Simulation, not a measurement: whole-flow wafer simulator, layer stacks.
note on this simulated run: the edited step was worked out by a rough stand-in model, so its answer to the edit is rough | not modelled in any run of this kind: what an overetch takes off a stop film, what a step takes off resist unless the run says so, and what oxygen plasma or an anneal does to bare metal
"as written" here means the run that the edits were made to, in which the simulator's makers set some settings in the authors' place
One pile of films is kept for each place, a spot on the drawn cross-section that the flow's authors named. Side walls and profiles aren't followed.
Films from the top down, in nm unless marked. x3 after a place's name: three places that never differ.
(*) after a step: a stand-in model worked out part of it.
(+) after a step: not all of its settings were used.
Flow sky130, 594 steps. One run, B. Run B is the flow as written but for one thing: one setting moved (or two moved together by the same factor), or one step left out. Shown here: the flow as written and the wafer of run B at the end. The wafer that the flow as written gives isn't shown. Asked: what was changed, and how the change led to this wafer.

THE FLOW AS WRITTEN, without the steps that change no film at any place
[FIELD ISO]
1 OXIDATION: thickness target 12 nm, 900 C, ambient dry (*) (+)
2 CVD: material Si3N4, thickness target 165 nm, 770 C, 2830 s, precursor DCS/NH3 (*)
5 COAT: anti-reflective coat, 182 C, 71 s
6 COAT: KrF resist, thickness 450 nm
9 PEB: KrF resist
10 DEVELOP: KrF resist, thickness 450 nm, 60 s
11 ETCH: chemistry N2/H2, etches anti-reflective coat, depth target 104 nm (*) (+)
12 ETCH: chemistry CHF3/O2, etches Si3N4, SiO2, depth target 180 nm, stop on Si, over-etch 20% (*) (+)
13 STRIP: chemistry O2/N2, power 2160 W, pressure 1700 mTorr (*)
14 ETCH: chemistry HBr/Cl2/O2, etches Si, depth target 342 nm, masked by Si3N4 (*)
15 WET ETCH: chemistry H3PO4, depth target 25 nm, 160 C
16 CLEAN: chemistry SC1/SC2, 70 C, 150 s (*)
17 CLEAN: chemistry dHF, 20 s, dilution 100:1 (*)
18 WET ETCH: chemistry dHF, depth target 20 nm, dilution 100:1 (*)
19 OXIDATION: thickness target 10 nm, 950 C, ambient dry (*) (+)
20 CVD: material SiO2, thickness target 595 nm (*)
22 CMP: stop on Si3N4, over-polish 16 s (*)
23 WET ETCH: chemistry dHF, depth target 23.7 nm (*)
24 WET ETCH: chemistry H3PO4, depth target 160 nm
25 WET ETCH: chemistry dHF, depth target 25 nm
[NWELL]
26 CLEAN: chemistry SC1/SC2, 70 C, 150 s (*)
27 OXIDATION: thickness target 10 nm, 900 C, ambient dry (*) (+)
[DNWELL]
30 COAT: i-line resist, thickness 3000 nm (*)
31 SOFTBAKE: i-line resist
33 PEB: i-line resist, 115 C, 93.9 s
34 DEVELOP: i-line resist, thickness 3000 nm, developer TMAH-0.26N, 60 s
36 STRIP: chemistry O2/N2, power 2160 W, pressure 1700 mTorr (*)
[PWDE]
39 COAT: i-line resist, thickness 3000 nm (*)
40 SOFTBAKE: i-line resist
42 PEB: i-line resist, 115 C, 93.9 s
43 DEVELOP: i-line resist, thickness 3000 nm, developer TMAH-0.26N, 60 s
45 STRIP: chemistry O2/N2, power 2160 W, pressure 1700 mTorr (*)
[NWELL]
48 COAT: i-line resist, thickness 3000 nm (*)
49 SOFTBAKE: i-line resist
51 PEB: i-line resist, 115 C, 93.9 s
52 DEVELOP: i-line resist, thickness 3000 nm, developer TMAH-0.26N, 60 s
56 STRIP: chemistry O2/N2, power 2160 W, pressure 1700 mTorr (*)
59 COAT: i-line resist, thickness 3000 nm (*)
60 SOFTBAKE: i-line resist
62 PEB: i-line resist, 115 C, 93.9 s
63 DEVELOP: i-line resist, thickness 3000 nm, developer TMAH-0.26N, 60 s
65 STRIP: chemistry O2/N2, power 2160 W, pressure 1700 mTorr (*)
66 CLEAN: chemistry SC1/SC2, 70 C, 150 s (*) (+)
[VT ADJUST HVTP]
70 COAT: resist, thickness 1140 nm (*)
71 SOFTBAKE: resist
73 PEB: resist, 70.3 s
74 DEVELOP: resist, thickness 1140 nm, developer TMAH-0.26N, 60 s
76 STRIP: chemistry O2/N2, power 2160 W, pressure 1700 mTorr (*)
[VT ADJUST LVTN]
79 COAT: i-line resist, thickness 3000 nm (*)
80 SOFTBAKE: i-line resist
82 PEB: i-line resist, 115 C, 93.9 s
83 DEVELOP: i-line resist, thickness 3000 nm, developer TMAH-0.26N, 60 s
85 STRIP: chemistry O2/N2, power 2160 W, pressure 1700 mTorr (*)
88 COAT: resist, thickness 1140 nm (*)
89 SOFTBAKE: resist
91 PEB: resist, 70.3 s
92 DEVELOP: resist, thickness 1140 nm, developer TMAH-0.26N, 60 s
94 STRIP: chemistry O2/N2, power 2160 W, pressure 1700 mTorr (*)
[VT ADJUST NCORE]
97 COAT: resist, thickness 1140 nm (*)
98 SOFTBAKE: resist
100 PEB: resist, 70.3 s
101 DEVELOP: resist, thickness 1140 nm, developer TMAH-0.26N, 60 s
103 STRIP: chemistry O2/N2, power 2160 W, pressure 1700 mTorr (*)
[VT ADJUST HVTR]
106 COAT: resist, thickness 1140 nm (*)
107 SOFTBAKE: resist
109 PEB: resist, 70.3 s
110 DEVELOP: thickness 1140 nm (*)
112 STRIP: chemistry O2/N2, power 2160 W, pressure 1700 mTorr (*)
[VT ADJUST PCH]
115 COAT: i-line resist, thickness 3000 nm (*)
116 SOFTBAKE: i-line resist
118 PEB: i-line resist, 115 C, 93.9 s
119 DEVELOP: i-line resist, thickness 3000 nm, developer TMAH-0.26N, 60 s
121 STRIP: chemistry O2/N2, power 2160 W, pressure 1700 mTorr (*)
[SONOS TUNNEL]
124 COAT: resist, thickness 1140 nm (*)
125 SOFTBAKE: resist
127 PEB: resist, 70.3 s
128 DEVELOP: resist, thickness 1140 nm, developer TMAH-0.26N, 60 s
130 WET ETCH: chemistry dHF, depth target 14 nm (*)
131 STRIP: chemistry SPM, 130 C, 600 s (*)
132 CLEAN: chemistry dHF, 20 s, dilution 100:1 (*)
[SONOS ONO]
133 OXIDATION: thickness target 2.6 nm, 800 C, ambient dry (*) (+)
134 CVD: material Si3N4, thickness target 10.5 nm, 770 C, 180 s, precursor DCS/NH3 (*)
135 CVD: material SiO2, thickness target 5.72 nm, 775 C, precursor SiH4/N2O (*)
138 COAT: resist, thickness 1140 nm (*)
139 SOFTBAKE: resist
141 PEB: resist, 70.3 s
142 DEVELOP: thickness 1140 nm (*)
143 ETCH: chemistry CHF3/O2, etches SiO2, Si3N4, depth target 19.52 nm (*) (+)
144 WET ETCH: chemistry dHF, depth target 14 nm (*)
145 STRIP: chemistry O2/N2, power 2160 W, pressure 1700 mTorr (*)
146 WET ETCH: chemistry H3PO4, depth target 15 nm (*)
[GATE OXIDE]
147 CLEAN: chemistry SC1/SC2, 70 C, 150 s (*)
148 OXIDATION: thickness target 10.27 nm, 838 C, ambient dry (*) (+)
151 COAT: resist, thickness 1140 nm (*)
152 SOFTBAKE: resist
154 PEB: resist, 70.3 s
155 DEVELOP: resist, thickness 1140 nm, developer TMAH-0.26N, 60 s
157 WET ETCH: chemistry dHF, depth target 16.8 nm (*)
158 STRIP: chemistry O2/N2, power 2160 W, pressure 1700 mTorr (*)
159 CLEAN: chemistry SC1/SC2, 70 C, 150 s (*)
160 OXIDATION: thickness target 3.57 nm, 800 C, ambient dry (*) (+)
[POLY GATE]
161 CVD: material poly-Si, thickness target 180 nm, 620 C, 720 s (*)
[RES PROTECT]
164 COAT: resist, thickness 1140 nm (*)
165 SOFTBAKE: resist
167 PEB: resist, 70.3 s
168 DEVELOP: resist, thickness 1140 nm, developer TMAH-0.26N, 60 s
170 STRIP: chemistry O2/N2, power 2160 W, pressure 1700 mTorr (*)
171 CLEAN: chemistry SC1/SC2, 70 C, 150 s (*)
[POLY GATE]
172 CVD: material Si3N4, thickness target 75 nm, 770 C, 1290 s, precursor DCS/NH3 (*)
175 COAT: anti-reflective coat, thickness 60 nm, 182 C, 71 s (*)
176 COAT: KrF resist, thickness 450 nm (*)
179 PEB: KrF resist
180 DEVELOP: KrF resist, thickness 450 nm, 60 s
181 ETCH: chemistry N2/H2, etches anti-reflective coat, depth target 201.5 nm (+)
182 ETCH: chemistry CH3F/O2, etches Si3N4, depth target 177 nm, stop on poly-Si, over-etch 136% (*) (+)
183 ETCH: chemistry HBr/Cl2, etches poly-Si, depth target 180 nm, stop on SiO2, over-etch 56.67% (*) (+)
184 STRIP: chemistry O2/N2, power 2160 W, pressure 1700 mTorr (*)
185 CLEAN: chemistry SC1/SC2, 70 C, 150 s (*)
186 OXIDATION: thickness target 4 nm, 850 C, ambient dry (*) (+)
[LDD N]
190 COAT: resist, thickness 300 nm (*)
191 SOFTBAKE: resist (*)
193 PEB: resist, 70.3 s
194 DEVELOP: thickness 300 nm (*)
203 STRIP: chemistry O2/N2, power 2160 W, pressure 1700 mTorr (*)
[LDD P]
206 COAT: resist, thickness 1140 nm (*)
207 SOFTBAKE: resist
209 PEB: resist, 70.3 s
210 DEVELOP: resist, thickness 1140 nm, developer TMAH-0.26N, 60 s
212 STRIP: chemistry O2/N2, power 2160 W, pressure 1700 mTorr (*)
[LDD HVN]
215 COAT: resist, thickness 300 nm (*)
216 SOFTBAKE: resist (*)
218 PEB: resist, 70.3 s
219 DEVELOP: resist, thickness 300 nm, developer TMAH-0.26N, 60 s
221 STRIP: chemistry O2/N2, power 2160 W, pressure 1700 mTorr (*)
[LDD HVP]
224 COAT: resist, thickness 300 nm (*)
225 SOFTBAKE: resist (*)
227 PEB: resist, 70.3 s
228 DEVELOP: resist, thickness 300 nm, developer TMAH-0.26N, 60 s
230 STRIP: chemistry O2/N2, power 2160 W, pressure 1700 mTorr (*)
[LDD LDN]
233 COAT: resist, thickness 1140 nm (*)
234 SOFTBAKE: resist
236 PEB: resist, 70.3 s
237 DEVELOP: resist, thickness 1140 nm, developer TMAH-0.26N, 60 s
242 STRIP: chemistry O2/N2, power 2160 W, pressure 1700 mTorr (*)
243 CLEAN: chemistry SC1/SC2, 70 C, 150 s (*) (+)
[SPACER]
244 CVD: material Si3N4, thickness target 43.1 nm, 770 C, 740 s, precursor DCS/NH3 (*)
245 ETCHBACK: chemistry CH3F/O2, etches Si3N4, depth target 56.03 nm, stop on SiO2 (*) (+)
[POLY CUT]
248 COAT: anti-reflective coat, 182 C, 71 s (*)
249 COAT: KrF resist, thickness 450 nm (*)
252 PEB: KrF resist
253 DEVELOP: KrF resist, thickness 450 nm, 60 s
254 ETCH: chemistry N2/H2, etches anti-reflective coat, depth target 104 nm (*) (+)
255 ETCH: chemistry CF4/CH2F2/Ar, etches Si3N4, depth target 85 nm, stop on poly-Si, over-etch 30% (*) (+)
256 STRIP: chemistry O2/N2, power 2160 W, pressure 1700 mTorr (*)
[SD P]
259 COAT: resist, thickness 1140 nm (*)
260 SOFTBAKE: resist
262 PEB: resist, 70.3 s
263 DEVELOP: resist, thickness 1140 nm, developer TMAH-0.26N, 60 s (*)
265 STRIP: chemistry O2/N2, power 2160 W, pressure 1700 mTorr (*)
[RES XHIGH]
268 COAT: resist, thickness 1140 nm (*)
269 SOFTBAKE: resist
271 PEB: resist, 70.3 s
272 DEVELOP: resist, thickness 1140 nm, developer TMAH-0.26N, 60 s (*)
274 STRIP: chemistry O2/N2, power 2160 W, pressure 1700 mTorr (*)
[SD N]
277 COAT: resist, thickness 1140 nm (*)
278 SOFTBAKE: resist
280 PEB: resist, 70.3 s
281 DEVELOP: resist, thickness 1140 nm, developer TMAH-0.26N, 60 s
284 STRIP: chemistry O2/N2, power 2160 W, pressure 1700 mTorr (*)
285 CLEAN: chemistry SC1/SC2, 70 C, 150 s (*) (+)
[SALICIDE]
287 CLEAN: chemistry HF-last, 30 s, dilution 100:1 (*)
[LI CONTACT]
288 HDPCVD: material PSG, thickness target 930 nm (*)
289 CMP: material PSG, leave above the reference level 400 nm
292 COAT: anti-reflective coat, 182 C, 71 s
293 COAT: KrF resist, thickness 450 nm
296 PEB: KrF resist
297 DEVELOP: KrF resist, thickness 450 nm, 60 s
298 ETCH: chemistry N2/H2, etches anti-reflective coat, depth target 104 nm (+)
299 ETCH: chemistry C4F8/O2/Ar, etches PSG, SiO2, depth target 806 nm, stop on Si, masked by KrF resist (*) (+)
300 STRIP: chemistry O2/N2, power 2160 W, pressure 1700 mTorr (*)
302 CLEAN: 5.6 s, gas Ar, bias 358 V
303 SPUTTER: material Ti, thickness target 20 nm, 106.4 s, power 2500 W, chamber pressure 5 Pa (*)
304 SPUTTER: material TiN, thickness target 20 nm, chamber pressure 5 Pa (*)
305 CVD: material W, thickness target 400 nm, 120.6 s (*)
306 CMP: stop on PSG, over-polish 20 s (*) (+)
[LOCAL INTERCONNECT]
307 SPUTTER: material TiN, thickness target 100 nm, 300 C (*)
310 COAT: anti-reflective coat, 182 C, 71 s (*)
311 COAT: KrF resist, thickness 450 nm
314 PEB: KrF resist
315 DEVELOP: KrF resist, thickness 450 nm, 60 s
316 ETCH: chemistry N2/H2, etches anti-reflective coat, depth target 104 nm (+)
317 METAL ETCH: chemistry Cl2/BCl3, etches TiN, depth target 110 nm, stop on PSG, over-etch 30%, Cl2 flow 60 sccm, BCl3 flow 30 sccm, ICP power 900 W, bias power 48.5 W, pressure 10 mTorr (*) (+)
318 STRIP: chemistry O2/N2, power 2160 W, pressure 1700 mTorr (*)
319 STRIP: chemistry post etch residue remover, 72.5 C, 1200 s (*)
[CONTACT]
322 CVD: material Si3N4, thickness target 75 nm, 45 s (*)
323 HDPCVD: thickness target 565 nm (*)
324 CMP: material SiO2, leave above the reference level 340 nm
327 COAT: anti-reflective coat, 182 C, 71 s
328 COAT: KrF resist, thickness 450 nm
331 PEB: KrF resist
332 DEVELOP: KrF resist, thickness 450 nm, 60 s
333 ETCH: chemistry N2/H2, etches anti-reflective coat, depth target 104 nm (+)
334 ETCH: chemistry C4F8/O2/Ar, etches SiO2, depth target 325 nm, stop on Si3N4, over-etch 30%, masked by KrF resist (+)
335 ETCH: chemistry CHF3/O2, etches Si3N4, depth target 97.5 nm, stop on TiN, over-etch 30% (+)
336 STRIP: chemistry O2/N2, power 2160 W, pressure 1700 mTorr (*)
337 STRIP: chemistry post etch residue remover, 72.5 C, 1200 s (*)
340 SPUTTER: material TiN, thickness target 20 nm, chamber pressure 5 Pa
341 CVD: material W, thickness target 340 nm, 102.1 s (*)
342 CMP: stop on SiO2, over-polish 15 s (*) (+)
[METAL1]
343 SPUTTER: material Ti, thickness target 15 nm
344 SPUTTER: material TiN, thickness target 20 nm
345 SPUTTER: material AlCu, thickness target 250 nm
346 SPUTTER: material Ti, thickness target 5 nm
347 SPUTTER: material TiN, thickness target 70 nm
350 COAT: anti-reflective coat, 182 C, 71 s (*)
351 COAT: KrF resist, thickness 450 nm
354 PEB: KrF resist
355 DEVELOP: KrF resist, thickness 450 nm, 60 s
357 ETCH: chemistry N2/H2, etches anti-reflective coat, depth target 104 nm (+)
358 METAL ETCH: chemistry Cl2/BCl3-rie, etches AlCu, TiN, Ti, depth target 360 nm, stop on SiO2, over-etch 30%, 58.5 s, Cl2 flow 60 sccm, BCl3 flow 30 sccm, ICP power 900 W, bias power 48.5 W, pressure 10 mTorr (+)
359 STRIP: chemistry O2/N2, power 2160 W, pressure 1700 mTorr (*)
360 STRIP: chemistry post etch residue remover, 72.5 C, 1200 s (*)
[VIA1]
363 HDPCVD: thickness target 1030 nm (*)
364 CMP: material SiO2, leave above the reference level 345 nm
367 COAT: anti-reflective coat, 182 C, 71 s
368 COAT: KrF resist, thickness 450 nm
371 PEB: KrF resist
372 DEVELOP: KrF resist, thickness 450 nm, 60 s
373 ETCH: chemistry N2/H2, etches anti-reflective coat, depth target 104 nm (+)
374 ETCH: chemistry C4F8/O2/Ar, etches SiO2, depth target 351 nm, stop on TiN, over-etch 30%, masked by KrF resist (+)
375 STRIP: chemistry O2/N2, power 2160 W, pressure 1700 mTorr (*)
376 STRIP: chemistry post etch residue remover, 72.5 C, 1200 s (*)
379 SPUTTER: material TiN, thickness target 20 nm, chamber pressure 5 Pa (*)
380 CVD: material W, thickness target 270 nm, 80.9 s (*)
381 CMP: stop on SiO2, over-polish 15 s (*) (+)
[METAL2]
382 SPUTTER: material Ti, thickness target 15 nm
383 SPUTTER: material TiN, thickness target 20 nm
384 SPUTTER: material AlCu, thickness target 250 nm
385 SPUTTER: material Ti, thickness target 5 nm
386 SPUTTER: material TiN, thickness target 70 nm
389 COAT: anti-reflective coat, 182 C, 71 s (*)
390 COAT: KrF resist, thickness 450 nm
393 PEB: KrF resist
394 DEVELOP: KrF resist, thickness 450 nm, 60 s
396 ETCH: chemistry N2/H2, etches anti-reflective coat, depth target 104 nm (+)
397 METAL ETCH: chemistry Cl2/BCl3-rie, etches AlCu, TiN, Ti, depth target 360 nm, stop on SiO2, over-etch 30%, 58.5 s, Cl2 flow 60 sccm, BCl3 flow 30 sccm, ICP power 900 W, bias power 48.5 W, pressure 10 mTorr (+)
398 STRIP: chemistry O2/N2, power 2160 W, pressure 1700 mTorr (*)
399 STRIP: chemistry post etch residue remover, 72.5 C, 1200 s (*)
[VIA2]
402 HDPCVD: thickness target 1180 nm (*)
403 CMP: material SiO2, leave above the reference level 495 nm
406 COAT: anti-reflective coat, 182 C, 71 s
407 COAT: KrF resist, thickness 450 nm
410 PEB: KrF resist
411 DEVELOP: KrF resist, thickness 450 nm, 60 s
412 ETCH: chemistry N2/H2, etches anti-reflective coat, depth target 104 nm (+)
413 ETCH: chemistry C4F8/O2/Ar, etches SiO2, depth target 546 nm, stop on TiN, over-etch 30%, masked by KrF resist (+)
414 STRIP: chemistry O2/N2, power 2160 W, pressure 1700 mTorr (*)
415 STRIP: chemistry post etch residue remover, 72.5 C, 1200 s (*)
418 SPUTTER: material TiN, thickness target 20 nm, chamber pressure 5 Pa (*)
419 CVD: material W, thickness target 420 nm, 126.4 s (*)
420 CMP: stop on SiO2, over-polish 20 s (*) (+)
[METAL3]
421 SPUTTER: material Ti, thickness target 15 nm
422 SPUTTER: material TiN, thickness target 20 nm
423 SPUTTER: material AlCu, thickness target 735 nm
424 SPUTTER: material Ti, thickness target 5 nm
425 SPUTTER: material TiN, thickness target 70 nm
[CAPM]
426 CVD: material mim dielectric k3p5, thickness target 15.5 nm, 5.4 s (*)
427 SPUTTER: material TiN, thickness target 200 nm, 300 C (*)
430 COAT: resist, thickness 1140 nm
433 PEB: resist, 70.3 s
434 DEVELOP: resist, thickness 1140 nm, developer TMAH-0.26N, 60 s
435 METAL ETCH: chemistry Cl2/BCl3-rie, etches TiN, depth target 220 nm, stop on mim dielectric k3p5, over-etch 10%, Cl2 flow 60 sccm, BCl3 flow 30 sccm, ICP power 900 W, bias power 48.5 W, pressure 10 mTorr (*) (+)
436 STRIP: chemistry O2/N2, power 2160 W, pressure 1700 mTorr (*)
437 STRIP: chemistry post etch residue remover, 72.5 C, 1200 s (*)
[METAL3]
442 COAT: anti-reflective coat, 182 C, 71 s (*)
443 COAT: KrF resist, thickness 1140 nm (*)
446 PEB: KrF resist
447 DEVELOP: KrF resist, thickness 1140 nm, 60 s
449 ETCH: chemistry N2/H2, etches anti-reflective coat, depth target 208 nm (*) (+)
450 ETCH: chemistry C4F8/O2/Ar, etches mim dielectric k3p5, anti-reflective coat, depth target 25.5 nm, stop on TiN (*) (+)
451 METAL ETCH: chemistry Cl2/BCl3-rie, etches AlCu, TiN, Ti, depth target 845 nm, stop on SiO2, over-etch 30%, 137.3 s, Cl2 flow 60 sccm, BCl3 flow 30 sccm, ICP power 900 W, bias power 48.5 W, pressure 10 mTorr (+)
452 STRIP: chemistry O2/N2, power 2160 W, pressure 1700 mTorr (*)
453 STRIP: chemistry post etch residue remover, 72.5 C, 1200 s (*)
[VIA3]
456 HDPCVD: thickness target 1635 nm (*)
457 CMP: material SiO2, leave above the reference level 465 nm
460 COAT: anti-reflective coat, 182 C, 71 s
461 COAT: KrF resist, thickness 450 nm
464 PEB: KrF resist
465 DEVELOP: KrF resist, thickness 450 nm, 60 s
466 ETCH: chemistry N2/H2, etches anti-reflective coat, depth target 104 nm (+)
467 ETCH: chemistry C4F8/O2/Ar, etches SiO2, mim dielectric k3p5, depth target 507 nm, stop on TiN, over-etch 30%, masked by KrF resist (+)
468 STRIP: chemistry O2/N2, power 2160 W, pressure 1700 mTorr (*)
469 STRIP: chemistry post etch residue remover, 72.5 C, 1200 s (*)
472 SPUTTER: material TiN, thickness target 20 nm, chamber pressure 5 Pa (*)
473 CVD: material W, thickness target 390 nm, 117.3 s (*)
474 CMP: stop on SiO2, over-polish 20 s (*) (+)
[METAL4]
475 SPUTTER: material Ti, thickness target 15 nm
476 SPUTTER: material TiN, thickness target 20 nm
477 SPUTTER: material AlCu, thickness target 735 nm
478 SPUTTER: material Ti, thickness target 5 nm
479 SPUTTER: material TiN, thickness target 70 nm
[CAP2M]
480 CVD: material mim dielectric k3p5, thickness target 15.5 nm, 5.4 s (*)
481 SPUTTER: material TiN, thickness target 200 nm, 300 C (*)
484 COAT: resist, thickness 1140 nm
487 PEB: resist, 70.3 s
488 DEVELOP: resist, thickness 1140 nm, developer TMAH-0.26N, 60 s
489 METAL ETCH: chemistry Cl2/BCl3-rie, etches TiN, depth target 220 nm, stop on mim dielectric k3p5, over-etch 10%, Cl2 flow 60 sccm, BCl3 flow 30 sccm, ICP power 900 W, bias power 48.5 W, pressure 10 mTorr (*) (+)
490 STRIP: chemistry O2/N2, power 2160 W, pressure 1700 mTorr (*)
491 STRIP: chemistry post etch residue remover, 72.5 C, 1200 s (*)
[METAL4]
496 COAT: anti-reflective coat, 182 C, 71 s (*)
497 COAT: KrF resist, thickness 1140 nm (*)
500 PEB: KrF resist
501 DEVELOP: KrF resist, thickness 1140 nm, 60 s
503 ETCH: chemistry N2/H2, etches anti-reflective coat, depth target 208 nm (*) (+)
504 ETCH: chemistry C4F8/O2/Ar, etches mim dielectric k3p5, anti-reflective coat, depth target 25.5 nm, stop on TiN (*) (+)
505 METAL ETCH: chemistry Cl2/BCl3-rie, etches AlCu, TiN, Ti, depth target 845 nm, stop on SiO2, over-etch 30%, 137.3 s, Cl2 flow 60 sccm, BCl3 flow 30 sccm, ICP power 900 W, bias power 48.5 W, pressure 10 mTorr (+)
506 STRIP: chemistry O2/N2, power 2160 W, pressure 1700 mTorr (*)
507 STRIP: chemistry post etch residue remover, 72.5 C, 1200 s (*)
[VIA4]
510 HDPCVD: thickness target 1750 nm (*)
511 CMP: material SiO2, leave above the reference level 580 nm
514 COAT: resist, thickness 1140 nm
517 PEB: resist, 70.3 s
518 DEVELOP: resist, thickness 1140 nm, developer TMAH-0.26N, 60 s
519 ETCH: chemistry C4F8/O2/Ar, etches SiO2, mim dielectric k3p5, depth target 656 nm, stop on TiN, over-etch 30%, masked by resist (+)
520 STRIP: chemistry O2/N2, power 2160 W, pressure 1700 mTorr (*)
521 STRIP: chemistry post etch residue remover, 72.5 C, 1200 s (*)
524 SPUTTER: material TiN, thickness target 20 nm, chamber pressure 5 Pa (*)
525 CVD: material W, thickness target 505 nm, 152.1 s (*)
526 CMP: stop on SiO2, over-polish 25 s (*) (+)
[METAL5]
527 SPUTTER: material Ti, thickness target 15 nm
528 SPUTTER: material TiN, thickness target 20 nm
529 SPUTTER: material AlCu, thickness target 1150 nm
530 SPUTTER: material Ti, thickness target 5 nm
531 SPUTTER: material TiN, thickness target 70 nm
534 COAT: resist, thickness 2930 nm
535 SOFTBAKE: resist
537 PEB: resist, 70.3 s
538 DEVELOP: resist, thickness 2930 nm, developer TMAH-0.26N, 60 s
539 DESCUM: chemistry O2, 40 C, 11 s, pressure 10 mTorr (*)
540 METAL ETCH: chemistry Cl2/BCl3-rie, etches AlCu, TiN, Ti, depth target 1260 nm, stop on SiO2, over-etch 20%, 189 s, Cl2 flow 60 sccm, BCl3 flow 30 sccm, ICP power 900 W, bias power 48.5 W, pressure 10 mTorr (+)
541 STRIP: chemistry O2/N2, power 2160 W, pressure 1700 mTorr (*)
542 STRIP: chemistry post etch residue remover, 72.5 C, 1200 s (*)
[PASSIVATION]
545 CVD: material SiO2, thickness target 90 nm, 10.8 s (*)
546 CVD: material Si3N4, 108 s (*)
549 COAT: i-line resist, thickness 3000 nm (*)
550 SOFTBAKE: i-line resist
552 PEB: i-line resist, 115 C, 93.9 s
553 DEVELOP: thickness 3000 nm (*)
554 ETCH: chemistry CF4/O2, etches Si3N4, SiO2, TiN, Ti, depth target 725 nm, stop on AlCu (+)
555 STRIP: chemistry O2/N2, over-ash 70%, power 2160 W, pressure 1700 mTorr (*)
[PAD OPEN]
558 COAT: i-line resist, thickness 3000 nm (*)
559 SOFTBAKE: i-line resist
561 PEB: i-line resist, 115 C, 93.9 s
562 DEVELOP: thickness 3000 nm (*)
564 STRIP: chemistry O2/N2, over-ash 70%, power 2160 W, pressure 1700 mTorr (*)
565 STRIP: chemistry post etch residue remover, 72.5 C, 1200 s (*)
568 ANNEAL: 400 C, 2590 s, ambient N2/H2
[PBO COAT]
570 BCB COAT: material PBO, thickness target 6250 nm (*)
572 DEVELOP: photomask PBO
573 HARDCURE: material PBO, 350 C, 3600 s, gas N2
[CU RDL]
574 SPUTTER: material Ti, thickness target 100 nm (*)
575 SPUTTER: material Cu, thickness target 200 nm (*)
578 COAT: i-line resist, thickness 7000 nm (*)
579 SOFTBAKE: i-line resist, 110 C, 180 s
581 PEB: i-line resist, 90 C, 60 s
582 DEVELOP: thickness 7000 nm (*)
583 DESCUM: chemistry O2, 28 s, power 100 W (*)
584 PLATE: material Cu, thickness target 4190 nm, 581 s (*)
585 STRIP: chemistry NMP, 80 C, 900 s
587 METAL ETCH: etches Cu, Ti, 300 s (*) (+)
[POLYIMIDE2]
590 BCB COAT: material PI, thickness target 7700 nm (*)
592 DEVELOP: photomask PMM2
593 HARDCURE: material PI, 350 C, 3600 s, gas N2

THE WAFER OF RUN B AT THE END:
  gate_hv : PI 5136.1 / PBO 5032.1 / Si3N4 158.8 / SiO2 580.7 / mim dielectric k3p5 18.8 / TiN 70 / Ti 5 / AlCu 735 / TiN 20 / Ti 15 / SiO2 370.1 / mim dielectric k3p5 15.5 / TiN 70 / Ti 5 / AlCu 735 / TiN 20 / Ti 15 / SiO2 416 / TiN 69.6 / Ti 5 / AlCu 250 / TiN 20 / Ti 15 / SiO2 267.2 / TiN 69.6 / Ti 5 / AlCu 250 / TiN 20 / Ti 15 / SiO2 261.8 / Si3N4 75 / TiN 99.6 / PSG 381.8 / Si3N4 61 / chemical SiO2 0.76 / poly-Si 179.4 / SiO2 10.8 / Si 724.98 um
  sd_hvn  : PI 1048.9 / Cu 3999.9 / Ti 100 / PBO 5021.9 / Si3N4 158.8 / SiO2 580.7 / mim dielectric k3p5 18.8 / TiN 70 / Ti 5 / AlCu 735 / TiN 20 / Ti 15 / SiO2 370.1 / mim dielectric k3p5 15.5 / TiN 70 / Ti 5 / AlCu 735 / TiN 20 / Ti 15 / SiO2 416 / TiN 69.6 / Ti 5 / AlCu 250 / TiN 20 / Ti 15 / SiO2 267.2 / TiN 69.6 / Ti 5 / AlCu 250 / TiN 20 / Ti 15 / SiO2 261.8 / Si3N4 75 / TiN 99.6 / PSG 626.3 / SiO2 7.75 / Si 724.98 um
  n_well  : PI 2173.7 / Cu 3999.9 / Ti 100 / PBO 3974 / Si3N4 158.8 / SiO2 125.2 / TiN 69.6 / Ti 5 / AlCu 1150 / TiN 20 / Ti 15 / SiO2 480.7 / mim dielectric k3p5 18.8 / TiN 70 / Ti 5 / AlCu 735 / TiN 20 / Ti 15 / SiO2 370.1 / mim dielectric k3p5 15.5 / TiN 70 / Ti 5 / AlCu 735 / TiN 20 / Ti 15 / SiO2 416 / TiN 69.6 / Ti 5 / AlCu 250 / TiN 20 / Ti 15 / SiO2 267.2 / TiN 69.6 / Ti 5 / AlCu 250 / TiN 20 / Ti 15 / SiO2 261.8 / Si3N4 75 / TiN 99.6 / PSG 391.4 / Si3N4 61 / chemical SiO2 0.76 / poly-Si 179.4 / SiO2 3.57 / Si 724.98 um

The cause: step 480, CVD: thickness target 18.8 nm was run, where the flow has thickness target 15.5 nm; step 480, CVD: 6.53 s was run, where the flow has 5.4 s.
It can be read off the wafer: gate_hv has mim dielectric k3p5 18.8, and step 480 as written asks for 15.5 nm.

How the change led to this, step by step:
  480 CVD: material mim dielectric k3p5, thickness target 15.5 nm, 5.4 s (*)
      field, active, n_well and 189 more: mim dielectric k3p5 +18.8 (new film) (as written it would be: mim dielectric k3p5 +15.5 (new film))
  504 ETCH: chemistry C4F8/O2/Ar, etches mim dielectric k3p5, anti-reflective coat, depth target 25.5 nm, stop on TiN (*) (+)
      n_well, p_well, gate_hv and 102 more: KrF resist -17 (as written it would be: KrF resist -15.5)
      field, active, gate and 85 more: mim dielectric k3p5 -18.8 (all of it) (as written it would be: mim dielectric k3p5 -15.5 (all of it))
  519 ETCH: chemistry C4F8/O2/Ar, etches SiO2, mim dielectric k3p5, depth target 656 nm, stop on TiN, over-etch 30%, masked by resist (+)
      m1: SiO2 -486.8 (all of it), mim dielectric k3p5 -18.8 (all of it) (as written it would be: SiO2 -490.1 (all of it), mim dielectric k3p5 -15.5 (all of it))
      via4_hole: SiO2 -486.2 (all of it), mim dielectric k3p5 -18.8 (all of it) (as written it would be: SiO2 -489.5 (all of it), mim dielectric k3p5 -15.5 (all of it))
